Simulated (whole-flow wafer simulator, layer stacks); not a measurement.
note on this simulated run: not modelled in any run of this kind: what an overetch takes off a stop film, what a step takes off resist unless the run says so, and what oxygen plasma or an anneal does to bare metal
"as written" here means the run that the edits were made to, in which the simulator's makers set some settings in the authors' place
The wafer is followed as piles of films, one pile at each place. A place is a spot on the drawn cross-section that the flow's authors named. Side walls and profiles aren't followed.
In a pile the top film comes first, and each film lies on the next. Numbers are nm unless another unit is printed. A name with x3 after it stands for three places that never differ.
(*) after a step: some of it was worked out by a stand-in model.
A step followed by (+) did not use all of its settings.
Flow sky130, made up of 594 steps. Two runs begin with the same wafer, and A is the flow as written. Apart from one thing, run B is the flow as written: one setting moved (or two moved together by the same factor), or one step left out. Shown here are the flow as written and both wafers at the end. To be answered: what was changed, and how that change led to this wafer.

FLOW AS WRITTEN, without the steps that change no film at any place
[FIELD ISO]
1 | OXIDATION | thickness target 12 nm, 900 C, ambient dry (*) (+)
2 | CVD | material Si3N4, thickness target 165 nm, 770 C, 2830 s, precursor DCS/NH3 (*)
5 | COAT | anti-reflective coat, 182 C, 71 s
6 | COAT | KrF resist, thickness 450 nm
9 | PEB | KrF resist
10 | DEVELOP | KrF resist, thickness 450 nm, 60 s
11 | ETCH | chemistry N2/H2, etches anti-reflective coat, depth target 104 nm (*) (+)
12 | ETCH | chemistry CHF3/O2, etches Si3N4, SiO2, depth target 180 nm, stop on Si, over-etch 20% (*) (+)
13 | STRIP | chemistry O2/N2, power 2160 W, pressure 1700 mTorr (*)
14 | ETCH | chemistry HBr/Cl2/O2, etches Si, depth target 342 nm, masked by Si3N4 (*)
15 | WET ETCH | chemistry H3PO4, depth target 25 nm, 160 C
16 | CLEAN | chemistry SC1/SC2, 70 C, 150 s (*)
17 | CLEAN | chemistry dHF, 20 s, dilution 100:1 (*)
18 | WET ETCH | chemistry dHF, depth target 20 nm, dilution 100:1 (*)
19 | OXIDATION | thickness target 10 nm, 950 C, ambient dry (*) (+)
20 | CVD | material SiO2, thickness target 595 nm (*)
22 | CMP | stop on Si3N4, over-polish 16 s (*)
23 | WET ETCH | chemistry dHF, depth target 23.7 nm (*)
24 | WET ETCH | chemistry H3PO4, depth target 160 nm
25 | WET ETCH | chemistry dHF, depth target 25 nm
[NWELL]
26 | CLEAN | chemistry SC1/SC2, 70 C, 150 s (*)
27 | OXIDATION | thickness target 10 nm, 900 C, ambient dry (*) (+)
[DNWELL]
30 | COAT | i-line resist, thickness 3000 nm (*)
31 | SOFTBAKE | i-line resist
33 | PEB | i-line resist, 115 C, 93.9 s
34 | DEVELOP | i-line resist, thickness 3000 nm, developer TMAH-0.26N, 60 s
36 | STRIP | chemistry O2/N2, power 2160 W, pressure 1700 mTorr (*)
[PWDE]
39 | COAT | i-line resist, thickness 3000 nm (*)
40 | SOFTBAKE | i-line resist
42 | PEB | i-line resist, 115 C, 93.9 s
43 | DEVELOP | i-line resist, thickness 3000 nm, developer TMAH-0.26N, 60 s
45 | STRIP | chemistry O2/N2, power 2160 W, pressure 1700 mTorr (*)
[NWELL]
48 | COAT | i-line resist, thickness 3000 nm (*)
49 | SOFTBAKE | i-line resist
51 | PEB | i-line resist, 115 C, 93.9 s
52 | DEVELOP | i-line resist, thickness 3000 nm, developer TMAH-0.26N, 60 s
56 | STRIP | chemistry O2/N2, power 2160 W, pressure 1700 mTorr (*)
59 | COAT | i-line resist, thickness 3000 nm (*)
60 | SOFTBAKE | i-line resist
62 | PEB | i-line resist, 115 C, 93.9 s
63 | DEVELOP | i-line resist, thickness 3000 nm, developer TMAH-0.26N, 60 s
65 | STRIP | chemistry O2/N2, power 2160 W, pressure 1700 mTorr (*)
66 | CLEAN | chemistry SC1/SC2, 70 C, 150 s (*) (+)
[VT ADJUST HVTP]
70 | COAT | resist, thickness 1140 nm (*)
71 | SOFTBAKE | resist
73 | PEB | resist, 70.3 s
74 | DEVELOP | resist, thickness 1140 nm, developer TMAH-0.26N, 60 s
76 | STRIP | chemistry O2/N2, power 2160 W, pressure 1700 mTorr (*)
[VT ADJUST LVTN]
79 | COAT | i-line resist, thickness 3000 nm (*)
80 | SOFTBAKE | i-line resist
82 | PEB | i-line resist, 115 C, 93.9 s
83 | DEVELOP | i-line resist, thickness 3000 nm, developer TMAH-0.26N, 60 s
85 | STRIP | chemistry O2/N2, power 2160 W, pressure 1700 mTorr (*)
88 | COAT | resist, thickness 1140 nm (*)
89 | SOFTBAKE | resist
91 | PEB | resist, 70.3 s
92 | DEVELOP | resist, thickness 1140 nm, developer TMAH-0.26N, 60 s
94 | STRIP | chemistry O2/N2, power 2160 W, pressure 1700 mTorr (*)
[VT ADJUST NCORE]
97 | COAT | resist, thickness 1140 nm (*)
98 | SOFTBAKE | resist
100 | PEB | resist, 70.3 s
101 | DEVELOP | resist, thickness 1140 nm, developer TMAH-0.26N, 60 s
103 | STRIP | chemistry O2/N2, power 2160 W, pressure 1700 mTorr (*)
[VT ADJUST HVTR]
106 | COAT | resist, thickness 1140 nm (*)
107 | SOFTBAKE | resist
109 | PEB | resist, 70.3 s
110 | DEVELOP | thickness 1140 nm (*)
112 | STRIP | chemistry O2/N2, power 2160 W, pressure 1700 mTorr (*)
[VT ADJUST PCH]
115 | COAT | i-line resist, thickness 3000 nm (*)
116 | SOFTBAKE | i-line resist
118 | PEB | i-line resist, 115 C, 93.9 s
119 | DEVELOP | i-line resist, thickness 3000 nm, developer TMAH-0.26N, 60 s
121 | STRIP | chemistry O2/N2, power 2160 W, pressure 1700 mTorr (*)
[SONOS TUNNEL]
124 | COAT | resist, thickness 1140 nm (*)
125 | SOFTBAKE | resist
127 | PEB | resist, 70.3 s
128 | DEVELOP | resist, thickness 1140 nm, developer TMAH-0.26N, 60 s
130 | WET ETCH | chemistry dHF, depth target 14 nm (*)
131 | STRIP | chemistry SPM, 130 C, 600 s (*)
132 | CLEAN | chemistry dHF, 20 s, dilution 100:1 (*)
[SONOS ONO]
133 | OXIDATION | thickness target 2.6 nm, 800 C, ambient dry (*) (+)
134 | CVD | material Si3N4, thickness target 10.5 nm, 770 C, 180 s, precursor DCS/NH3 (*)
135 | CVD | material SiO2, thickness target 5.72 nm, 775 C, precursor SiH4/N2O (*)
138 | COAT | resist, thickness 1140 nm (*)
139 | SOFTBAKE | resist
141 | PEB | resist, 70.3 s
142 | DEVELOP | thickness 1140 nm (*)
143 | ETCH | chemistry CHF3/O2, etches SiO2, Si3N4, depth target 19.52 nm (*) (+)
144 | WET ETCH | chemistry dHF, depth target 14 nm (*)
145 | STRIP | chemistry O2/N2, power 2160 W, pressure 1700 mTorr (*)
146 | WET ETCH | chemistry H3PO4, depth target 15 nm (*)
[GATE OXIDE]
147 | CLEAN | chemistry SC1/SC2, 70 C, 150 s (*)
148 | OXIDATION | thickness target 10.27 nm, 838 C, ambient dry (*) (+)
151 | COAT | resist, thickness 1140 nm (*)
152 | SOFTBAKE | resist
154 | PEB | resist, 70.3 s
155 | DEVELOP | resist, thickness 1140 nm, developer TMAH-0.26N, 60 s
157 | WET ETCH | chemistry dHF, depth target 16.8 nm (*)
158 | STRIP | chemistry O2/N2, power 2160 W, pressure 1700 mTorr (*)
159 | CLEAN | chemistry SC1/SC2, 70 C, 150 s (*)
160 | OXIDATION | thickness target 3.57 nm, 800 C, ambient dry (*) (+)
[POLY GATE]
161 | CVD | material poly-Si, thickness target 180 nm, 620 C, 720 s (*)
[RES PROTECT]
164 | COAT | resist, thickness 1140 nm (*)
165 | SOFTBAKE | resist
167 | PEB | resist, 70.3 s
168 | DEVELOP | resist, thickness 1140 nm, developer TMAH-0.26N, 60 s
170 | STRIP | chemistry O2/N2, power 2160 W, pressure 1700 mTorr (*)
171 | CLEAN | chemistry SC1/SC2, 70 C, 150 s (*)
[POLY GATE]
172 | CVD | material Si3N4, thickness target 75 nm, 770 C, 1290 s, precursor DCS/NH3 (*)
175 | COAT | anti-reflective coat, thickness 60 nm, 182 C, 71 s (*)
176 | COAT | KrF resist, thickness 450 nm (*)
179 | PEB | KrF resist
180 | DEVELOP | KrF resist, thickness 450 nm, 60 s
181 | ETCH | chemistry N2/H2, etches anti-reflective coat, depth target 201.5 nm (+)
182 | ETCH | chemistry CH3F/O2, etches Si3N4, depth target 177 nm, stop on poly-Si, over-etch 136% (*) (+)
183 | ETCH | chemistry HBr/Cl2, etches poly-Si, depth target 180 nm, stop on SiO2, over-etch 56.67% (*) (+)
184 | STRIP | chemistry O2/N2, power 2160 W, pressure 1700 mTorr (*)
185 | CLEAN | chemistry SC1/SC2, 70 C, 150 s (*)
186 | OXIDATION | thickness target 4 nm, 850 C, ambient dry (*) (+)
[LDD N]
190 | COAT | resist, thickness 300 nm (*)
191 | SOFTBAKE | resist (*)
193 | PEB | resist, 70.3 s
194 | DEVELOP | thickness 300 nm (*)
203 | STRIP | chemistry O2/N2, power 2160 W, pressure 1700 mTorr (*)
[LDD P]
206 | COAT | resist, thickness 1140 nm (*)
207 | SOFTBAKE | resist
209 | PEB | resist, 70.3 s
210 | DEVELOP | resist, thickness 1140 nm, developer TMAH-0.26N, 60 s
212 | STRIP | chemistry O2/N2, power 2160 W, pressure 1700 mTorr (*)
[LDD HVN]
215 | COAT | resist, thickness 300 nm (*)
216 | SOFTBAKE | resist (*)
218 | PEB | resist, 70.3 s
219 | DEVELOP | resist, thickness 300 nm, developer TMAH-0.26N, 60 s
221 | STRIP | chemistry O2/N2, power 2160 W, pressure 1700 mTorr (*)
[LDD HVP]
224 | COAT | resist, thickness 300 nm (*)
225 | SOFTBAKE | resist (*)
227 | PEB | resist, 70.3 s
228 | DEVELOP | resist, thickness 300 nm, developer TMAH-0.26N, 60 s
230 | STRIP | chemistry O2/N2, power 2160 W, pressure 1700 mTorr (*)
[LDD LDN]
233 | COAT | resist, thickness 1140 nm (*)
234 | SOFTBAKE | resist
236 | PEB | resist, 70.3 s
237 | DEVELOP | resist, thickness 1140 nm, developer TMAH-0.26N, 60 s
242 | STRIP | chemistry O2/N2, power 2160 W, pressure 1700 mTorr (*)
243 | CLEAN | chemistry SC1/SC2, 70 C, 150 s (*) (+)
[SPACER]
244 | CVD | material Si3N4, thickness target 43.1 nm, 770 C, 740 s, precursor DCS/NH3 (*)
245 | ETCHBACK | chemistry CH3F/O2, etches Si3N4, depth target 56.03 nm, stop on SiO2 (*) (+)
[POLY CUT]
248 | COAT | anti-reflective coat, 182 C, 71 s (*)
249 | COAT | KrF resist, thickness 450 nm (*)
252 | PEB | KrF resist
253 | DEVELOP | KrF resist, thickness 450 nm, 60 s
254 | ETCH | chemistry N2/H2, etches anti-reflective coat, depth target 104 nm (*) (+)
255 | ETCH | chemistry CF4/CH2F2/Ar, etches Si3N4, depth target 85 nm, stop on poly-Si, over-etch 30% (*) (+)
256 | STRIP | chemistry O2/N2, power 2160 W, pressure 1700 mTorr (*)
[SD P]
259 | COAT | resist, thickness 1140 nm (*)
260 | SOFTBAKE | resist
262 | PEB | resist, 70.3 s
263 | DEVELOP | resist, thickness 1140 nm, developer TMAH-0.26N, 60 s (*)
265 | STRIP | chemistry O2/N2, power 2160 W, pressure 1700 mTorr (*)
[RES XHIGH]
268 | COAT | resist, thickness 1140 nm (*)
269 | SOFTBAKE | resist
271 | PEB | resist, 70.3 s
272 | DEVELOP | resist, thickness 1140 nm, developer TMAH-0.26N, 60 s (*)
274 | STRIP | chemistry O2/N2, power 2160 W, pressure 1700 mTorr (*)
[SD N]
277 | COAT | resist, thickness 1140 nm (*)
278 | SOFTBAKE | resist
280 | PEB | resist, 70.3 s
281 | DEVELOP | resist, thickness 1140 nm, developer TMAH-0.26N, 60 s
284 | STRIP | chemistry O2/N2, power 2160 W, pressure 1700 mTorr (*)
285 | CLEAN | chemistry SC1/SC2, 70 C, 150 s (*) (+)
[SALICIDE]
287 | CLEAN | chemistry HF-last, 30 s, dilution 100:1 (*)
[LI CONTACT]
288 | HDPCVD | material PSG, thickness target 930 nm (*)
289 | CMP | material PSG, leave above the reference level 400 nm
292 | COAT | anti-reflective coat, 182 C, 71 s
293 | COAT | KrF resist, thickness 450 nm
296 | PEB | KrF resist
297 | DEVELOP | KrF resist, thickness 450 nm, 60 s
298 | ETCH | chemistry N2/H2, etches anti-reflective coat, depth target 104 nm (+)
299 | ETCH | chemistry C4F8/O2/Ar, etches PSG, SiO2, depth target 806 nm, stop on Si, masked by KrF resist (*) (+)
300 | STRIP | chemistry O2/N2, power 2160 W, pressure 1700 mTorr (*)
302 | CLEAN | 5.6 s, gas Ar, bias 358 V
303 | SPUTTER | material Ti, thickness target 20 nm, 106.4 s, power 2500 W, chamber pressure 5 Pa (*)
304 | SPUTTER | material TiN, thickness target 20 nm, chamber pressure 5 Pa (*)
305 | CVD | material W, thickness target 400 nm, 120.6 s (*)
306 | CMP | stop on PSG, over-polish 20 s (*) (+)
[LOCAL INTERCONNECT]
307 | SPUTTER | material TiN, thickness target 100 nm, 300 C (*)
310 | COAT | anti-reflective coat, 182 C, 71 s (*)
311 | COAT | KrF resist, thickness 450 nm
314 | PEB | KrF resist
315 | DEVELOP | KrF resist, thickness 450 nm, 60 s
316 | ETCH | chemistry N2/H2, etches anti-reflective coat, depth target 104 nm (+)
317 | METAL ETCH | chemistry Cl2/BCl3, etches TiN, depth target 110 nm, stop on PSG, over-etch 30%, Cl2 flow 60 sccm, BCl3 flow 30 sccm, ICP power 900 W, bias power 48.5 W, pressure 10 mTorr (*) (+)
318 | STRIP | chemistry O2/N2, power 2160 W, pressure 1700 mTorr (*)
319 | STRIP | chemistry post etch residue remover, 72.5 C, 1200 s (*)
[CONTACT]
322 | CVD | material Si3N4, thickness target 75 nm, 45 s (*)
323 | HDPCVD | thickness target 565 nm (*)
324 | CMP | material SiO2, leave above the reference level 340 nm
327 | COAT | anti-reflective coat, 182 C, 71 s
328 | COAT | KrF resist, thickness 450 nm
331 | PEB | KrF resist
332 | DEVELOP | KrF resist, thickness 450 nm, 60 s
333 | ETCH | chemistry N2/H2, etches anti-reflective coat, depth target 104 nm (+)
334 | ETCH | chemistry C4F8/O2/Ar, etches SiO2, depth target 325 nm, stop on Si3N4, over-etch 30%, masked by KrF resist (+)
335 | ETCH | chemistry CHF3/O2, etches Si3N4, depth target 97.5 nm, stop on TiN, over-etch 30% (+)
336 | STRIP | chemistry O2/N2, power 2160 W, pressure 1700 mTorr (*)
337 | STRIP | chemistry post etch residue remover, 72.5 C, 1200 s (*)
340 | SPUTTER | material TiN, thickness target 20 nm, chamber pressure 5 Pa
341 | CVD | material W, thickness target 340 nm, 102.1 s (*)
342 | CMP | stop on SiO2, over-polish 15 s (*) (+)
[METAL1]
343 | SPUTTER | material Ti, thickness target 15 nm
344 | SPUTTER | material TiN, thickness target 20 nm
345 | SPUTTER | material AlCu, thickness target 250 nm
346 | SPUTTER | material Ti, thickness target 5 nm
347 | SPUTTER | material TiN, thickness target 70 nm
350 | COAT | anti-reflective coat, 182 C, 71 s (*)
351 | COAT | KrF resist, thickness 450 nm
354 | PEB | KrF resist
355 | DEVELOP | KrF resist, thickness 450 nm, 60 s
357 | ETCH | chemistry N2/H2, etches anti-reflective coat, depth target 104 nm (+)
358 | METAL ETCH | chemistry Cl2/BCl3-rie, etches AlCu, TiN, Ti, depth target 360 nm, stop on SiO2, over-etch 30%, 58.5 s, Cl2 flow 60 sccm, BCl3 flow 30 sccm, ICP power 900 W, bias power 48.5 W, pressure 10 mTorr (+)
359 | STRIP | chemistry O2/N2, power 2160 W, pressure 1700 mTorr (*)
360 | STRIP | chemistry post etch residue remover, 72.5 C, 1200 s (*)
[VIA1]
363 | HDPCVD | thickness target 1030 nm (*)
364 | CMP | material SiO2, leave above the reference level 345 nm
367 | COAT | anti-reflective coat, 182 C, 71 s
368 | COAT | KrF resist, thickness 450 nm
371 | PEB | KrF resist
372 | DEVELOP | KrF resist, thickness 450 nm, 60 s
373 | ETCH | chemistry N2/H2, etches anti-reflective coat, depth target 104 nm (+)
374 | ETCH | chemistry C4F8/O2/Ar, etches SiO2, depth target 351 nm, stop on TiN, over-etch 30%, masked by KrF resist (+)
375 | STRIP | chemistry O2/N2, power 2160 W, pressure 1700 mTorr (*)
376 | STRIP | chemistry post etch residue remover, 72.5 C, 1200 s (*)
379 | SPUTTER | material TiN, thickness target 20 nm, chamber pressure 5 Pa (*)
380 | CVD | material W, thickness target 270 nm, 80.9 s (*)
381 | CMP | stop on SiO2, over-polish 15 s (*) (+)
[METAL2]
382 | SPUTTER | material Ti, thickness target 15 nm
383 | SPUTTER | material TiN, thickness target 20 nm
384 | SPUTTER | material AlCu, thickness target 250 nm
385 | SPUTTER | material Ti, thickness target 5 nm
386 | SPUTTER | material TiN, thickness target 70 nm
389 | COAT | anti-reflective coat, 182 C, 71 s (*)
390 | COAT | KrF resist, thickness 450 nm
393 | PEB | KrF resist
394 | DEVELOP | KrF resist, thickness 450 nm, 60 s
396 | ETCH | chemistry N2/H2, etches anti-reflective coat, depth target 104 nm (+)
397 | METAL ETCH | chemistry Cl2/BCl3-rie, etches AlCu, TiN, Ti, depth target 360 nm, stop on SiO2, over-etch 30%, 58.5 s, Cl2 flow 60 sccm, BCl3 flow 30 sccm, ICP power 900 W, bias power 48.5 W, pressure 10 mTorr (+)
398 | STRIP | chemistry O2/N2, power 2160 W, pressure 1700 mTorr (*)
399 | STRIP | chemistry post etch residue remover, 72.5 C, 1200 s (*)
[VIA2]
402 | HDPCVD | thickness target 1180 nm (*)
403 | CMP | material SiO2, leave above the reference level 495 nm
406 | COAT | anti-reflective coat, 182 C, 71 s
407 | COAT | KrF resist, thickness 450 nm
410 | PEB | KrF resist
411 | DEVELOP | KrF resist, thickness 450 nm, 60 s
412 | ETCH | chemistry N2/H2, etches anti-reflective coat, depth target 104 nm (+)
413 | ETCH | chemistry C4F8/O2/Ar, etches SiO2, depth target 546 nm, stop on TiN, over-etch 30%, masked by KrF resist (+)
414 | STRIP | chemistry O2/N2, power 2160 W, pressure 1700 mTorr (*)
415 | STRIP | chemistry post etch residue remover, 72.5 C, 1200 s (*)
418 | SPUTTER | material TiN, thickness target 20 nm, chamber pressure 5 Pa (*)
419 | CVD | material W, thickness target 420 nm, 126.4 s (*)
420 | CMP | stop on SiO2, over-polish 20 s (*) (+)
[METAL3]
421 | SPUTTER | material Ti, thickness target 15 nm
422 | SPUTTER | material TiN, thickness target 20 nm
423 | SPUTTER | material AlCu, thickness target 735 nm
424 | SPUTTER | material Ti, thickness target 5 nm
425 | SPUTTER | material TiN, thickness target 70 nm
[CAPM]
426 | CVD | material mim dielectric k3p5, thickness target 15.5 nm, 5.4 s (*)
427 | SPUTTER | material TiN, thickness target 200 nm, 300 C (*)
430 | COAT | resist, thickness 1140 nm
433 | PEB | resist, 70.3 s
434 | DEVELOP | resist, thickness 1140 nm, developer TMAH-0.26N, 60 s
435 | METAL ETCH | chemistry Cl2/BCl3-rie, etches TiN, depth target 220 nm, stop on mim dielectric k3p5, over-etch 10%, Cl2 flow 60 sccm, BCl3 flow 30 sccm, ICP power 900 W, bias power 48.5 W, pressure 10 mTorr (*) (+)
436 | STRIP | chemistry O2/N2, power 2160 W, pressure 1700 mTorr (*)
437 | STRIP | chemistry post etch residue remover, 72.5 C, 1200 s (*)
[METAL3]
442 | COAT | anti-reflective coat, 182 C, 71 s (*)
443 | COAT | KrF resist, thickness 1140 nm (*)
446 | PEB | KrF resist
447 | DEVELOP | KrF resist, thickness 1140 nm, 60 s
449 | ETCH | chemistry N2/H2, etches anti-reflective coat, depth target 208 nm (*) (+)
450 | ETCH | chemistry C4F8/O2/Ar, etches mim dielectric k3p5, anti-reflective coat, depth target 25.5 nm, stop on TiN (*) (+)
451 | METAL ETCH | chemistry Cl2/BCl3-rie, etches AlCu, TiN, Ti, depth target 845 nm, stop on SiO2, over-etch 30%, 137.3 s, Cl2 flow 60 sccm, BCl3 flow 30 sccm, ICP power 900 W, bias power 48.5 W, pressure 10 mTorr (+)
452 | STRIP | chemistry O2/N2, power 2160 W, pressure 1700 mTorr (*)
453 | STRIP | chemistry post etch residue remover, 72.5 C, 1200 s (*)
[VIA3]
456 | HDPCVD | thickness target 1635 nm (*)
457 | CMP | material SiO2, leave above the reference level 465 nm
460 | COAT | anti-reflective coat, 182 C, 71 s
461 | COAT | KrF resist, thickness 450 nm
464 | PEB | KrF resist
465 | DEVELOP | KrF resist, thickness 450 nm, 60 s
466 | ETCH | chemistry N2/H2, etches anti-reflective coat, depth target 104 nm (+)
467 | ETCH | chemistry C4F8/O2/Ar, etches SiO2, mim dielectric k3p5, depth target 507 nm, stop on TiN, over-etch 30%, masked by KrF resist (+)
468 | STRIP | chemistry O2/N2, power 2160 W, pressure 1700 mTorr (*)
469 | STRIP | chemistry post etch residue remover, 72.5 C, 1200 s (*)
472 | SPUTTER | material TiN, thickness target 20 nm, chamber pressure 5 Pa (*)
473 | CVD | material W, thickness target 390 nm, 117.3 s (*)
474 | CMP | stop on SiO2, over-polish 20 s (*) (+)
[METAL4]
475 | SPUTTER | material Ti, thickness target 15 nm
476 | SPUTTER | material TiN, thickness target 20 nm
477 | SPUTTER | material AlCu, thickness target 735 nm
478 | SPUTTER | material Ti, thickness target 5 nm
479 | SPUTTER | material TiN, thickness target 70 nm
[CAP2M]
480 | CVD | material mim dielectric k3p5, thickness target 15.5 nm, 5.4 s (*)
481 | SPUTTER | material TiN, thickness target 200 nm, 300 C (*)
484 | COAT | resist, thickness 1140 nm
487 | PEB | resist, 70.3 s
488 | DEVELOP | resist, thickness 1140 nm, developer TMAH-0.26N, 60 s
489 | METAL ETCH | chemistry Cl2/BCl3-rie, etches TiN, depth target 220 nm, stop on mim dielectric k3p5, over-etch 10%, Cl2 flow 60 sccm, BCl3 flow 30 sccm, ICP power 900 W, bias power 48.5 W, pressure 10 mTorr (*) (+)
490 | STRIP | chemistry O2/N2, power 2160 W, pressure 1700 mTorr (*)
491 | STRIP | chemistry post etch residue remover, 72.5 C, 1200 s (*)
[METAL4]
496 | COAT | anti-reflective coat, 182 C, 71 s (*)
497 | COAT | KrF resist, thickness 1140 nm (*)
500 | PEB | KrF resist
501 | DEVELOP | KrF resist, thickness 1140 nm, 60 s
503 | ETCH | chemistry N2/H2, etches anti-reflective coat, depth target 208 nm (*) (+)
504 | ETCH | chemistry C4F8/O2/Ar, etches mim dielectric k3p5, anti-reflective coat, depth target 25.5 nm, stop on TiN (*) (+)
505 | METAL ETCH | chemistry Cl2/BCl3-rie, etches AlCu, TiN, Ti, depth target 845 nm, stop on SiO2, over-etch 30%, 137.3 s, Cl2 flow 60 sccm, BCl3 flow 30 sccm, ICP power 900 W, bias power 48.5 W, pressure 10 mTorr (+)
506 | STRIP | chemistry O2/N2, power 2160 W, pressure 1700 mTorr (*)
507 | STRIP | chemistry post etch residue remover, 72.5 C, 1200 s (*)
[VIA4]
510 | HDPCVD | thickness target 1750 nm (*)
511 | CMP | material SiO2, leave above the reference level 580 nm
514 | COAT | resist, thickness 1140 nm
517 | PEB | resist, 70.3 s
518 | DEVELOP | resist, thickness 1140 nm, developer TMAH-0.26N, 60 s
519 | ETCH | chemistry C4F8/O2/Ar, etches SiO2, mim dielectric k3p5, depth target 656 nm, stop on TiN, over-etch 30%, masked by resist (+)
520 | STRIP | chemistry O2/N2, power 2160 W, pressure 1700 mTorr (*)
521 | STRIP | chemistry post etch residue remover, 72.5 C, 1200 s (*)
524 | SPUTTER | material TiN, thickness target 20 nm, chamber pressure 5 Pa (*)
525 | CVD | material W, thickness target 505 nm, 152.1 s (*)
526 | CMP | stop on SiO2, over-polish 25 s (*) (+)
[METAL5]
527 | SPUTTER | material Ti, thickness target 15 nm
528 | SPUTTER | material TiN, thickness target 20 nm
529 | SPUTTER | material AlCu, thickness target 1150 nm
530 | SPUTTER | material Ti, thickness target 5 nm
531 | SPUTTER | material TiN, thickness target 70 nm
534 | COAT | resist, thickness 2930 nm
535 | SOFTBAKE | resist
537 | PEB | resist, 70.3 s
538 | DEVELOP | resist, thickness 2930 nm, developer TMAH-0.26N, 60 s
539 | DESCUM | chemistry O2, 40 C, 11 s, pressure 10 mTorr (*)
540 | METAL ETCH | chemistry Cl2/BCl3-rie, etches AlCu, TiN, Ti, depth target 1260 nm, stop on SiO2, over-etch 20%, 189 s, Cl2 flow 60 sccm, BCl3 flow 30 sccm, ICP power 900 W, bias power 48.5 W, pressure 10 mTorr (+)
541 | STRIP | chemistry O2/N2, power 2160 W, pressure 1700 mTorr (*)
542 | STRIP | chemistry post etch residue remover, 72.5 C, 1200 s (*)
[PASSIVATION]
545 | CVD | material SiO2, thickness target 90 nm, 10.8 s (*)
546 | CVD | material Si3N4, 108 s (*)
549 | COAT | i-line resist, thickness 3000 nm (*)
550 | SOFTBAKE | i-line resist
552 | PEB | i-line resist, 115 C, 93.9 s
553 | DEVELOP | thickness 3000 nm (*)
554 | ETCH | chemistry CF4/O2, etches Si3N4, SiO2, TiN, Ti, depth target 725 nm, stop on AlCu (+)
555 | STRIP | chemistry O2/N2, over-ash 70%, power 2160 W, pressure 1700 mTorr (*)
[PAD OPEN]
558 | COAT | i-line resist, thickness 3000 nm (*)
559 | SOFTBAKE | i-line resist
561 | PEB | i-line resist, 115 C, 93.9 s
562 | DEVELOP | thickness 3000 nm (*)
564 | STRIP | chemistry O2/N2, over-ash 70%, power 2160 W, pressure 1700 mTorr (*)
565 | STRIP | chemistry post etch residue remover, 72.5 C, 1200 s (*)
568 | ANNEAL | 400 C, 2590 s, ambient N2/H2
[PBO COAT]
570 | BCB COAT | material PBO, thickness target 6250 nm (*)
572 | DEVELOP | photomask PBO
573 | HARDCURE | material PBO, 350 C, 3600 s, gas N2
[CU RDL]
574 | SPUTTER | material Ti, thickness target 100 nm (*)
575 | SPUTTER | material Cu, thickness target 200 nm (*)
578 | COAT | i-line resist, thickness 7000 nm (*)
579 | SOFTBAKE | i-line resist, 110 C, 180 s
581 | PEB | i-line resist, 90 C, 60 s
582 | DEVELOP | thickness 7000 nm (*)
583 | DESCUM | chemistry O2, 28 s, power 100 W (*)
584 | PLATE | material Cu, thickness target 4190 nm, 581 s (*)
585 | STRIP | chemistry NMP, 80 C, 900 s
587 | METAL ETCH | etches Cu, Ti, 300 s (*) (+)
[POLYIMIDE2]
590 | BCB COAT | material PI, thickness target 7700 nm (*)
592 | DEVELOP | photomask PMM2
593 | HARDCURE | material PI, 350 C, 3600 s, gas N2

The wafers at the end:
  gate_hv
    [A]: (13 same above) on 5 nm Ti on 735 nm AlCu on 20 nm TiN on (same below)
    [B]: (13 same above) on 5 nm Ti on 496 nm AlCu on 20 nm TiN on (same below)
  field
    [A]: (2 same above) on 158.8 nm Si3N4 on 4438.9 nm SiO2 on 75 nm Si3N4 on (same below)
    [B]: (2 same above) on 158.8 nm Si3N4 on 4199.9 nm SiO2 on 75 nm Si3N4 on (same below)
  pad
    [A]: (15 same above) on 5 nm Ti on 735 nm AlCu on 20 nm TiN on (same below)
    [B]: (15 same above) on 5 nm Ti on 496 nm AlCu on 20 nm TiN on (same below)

Cause: step 423, SPUTTER: thickness target 496 nm was run, while the flow as written has thickness target 735 nm.
One can read it off the wafer: gate_hv has AlCu 496, and step 423 as written asks for 735 nm.

The path from the change to this, step by step:
  423 | SPUTTER | material AlCu, thickness target 735 nm
      field, active, n_well and 188 more: A +735 AlCu (new film) | B +496 AlCu (new film)
  451 | METAL ETCH | chemistry Cl2/BCl3-rie, etches AlCu, TiN, Ti, depth target 845 nm, stop on SiO2, over-etch 30%, 137.3 s, Cl2 flow 60 sccm, BCl3 flow 30 sccm, ICP power 900 W, bias power 48.5 W, pressure 10 mTorr (+)
      field, gate, spacer and 65 more: A -70 TiN (all of it), -5 Ti (all of it), -735 AlCu (all of it), -20 TiN (all of it), -15 Ti (all of it), -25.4 SiO2 | B -70 TiN (all of it), -5 Ti (all of it), -496 AlCu (all of it), -20 TiN (all of it), -15 Ti (all of it), -49.2 SiO2
      active, vpp_ln, vpp_iso2 and 11 more: A -70 TiN (all of it), -5 Ti (all of it), -735 AlCu (all of it), -20 TiN (all of it), -15 Ti (all of it), -25.3 SiO2 | B -70 TiN (all of it), -5 Ti (all of it), -496 AlCu (all of it), -20 TiN (all of it), -15 Ti (all of it), -49.2 SiO2
      (and at 3 other places as well)
  457 | CMP | material SiO2, leave above the reference level 465 nm
      field, active, gate and 82 more: A -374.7 SiO2 | B -589.8 SiO2
